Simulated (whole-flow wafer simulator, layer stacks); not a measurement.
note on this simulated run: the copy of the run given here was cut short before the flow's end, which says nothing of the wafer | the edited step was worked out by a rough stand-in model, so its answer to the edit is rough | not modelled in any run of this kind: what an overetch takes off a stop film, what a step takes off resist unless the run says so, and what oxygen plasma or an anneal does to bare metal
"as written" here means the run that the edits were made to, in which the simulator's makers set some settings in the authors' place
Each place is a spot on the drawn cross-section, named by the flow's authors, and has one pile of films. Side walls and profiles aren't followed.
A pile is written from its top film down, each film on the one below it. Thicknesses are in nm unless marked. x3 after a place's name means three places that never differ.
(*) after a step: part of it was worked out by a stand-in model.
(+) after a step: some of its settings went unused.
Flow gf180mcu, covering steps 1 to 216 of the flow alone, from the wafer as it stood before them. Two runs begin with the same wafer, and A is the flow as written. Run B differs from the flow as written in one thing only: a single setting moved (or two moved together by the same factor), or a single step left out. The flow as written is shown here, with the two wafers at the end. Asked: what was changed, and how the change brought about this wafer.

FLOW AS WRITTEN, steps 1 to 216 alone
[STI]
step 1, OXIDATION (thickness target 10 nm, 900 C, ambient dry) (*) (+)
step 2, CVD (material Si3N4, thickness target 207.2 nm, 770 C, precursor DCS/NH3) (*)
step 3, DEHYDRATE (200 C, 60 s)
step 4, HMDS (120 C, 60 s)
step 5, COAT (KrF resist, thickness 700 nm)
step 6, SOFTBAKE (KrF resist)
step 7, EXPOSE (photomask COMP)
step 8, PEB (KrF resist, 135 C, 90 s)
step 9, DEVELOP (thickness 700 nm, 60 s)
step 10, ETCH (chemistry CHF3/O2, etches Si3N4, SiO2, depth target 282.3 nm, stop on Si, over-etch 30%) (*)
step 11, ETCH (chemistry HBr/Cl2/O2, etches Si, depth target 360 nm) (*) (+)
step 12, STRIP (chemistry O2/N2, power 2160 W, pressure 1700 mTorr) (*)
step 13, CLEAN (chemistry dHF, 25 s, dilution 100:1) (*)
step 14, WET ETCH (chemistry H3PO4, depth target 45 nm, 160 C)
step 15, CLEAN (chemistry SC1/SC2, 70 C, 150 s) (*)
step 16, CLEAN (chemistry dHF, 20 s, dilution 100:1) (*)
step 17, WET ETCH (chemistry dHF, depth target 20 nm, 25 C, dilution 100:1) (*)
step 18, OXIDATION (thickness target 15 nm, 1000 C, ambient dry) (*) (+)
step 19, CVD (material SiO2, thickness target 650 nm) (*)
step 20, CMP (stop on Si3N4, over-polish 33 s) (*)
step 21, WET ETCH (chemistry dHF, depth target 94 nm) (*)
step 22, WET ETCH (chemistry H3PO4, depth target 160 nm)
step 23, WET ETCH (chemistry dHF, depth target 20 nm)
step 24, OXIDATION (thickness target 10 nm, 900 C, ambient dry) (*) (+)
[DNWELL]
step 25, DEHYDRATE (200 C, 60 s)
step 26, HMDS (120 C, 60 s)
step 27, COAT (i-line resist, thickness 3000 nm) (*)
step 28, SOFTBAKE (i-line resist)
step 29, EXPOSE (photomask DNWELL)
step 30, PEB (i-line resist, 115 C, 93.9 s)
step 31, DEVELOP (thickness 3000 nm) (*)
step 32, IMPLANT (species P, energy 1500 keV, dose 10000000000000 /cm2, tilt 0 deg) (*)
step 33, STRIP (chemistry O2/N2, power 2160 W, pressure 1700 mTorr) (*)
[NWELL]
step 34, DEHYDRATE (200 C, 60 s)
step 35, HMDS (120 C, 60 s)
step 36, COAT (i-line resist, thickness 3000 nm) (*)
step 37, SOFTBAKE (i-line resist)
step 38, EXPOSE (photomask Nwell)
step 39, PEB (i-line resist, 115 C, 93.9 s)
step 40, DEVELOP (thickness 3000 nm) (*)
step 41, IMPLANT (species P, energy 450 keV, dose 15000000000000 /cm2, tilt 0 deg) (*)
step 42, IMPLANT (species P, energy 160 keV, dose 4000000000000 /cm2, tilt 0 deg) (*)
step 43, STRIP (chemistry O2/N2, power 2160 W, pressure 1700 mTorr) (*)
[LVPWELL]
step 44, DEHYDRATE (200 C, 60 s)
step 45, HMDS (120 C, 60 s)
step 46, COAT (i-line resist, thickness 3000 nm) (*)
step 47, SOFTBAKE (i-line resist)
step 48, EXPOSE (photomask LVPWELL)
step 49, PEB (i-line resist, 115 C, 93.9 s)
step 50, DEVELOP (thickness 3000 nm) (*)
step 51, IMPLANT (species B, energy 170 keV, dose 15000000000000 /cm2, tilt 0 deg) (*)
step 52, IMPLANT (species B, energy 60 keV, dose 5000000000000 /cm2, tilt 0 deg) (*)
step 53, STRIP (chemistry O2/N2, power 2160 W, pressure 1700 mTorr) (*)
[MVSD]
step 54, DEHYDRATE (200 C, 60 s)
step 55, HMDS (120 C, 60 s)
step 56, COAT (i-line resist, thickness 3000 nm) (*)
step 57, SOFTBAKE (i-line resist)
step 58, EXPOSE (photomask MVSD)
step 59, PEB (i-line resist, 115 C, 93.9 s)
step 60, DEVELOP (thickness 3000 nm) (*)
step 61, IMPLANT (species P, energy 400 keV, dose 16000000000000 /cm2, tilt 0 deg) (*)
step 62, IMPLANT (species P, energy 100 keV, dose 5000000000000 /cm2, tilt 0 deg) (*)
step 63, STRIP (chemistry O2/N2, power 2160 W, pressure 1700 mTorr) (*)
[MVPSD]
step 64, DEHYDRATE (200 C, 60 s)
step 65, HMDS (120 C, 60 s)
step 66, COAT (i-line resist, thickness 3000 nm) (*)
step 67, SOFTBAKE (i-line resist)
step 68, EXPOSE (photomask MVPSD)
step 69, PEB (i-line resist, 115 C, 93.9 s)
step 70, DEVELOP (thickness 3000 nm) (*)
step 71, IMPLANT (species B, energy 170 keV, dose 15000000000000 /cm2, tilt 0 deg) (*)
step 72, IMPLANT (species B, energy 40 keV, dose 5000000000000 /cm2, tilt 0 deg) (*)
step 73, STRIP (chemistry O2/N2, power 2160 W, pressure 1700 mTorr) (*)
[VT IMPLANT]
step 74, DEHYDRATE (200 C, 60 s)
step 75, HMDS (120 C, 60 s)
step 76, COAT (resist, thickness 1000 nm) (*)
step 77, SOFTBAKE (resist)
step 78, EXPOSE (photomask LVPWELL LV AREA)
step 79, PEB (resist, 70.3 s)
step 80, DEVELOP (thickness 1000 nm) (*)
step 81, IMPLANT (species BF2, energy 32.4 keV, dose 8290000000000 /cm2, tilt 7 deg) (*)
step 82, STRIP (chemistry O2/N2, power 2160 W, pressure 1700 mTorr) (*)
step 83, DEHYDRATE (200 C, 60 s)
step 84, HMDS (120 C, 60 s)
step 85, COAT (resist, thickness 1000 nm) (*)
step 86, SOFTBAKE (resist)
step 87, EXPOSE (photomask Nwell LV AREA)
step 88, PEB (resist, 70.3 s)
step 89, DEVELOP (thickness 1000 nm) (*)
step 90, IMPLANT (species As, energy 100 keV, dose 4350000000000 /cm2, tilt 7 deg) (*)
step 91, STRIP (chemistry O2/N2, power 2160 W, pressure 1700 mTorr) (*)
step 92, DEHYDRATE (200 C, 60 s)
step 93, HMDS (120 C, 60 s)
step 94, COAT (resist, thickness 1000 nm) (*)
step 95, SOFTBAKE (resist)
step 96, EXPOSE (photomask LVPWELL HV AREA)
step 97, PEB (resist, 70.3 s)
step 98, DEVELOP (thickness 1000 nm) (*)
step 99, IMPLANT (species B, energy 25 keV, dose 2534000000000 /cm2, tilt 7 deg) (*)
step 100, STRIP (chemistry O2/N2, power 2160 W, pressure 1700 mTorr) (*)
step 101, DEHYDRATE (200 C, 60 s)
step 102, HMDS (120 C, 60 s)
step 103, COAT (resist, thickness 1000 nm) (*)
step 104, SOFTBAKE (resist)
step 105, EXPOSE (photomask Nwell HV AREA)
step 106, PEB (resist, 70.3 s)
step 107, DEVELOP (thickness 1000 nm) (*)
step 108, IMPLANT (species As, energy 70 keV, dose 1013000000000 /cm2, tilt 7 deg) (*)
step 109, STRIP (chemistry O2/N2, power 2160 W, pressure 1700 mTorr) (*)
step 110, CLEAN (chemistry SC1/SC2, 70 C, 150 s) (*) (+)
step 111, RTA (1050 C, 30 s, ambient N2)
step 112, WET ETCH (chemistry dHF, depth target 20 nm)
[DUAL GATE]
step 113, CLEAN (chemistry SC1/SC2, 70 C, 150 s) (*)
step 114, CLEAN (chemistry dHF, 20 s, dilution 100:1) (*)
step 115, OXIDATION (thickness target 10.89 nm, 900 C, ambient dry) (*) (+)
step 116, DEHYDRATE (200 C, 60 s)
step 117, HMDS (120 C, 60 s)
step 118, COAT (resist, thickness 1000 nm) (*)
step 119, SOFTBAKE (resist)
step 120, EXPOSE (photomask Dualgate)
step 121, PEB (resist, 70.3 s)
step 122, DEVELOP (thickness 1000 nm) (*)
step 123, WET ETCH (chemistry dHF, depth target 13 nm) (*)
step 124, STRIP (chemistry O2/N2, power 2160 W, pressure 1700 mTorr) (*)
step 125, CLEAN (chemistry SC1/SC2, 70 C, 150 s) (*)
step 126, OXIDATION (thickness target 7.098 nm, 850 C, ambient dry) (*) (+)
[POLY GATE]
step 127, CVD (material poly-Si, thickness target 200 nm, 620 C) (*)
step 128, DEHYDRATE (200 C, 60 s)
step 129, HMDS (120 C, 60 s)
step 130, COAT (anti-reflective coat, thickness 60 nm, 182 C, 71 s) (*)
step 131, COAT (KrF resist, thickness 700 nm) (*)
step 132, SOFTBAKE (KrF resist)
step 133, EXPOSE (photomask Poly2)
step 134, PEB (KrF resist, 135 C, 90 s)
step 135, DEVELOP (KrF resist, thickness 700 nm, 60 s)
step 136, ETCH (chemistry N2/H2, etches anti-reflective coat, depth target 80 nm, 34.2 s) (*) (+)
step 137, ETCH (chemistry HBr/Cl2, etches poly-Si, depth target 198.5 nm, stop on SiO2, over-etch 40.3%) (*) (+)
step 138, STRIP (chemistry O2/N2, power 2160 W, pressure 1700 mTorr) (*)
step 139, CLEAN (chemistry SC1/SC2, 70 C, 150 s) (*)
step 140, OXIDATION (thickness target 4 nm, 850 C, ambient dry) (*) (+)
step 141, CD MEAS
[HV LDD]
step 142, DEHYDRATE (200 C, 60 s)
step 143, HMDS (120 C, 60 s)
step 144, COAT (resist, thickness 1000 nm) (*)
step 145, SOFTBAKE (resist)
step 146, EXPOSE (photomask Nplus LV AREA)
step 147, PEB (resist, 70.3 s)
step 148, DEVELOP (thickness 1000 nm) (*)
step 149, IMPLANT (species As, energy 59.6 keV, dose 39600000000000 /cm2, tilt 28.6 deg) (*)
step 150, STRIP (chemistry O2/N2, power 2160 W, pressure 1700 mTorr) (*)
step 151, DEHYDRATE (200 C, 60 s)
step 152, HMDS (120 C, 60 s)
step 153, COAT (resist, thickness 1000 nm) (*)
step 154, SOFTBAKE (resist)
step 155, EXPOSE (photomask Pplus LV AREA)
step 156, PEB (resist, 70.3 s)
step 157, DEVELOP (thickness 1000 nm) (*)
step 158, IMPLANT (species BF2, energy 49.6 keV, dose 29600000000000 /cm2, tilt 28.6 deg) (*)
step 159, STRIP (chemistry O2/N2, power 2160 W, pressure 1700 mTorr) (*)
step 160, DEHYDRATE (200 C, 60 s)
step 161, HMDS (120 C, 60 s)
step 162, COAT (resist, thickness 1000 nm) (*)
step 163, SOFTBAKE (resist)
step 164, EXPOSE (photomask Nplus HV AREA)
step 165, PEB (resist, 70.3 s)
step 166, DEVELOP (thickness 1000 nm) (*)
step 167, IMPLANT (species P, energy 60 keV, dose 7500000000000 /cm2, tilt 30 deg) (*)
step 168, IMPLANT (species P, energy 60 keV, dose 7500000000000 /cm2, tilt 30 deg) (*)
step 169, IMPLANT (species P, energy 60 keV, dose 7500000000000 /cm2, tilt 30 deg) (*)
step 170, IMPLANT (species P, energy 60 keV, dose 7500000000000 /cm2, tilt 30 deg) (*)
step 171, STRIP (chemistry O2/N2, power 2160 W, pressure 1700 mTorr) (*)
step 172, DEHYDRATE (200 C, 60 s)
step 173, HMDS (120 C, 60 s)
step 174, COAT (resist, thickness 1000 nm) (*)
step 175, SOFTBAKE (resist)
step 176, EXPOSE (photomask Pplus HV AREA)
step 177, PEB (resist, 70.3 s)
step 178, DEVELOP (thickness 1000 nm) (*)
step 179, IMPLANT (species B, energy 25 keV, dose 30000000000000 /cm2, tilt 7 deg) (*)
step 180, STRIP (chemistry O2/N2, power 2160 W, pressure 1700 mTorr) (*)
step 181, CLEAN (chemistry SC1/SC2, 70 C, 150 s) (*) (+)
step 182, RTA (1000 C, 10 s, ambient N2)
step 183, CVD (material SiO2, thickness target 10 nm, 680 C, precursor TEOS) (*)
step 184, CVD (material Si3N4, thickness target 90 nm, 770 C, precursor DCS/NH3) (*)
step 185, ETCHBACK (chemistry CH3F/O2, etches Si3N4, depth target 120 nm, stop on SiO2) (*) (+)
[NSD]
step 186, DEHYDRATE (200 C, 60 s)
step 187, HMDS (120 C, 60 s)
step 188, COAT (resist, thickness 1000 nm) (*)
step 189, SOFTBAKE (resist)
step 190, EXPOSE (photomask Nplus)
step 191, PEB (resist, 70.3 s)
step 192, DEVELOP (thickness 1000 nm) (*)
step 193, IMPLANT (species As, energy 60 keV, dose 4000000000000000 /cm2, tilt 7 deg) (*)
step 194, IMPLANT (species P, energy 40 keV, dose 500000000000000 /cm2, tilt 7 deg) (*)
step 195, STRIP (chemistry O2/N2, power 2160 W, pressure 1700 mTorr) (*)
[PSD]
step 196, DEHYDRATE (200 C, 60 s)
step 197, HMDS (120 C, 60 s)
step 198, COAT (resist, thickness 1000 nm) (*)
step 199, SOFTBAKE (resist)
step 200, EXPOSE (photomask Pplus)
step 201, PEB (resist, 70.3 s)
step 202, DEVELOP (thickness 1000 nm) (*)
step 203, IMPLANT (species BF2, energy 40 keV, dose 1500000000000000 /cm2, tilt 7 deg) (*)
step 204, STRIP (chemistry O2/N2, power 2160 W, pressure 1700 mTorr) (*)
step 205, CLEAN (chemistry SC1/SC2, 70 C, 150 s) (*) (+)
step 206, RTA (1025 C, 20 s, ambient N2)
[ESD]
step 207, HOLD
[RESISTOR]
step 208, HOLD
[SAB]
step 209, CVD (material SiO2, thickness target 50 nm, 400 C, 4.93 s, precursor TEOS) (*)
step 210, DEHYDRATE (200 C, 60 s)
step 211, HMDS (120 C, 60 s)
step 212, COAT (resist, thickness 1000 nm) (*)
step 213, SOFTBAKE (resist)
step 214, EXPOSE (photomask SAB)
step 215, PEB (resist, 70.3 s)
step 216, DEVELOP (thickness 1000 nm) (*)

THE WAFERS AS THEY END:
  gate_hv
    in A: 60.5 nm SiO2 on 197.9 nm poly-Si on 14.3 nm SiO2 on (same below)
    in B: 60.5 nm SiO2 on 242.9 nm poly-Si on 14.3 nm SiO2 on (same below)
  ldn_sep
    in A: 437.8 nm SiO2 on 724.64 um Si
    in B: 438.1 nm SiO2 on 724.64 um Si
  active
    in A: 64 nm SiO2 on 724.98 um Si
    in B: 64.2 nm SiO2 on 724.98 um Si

What caused this: step 127, CVD: thickness target 245 nm was run, whereas the flow has thickness target 200 nm.

Step by step, how the change led to this:
  step 127, CVD (material poly-Si, thickness target 200 nm, 620 C) (*)
      field, field__w1, field__w2 and 89 more: A +200 poly-Si (new film) | B +245 poly-Si (new film)
  step 137, ETCH (chemistry HBr/Cl2, etches poly-Si, depth target 198.5 nm, stop on SiO2, over-etch 40.3%) (*) (+)
      field__w3, field__w12, field_sub and 14 more: A -199 poly-Si (all of it), -0.4 SiO2 | B -244 poly-Si (all of it), -0.17 SiO2
      field__w6, sti, m1 and 11 more: A -198.8 poly-Si (all of it), -0.4 SiO2 | B -243.8 poly-Si (all of it), -0.17 SiO2
      (also at 33 further places)
  step 144, COAT (resist, thickness 1000 nm) (*)
      gate: A +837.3 resist (new film) | B +800 resist (new film)
      gate_hv: A +845.4 resist (new film) | B +811.7 resist (new film)
      (also at 26 further places)
  step 145, SOFTBAKE (resist)
      field__w1: A +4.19 resist | B +5.4 resist
      field__w2: A +2.82 resist | B +3.64 resist
      (also at 63 further places)
  step 147, PEB (resist, 70.3 s)
      ld_gate_n, ld_acc_n, ld_gate_p, ld_acc_p: A -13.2 resist | B -12.6 resist
      ld_body_p_dnw, ldn_ch, ldn_acc, ldp_acc: A -13 resist | B -12.4 resist
      (also at 20 further places)
  step 148, DEVELOP (thickness 1000 nm) (*)
      gate: A -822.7 resist (all of it) | B -785.3 resist (all of it)
      npoly_u: A -821.5 resist (all of it) | B -785.2 resist (all of it)
      (also at 3 further places)
  step 150, STRIP (chemistry O2/N2, power 2160 W, pressure 1700 mTorr) (*)
      gate_hv: A -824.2 resist (all of it) | B -788.9 resist (all of it)
      gate_p: A -828.7 resist (all of it) | B -792.2 resist (all of it)
      (also at 21 further places)
  step 153, COAT (resist, thickness 1000 nm) (*)
      gate: A +837.3 resist (new film) | B +800 resist (new film)
      gate_hv: A +845.4 resist (new film) | B +811.7 resist (new film)
      (also at 26 further places)
  step 154, SOFTBAKE (resist)
      field__w1: A +4.19 resist | B +5.4 resist
      field__w2: A +2.82 resist | B +3.64 resist
      (also at 63 further places)
  step 156, PEB (resist, 70.3 s)
      ld_gate_n, ld_acc_n, ld_gate_p, ld_acc_p: A -13.2 resist | B -12.6 resist
      ld_body_p_dnw, ldn_ch, ldn_acc, ldp_acc: A -13 resist | B -12.4 resist
      (also at 20 further places)
  step 157, DEVELOP (thickness 1000 nm) (*)
      gate_p: A -828.7 resist (all of it) | B -792.2 resist (all of it)
      ppoly_u: A -827 resist (all of it) | B -792 resist (all of it)
      (also at 3 further places)
  step 159, STRIP (chemistry O2/N2, power 2160 W, pressure 1700 mTorr) (*)
      gate: A -822.7 resist (all of it) | B -785.3 resist (all of it)
      gate_hv: A -824.2 resist (all of it) | B -788.9 resist (all of it)
      (also at 21 further places)
  step 162, COAT (resist, thickness 1000 nm) (*)
      gate: A +837.3 resist (new film) | B +800 resist (new film)
      gate_hv: A +845.4 resist (new film) | B +811.7 resist (new film)
      (also at 26 further places)
  step 163, SOFTBAKE (resist)
      field__w1: A +4.19 resist | B +5.4 resist
      field__w2: A +2.82 resist | B +3.64 resist
      (also at 63 further places)
  step 165, PEB (resist, 70.3 s)
      ld_gate_n, ld_acc_n, ld_gate_p, ld_acc_p: A -13.2 resist | B -12.6 resist
      ld_body_p_dnw, ldn_ch, ldn_acc, ldp_acc: A -13 resist | B -12.4 resist
      (also at 20 further places)
  step 166, DEVELOP (thickness 1000 nm) (*)
      gate_hv: A -824.2 resist (all of it) | B -788.9 resist (all of it)
      gate_nat: A -854.5 resist (all of it) | B -826 resist (all of it)
      (also at 7 further places)
  ... 20 other steps ...
  step 216, DEVELOP (thickness 1000 nm) (*)
      gate: A -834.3 resist (all of it) | B -799.9 resist (all of it)
      gate_hv: A -836.1 resist (all of it) | B -804 resist (all of it)
      (also at 24 further places)
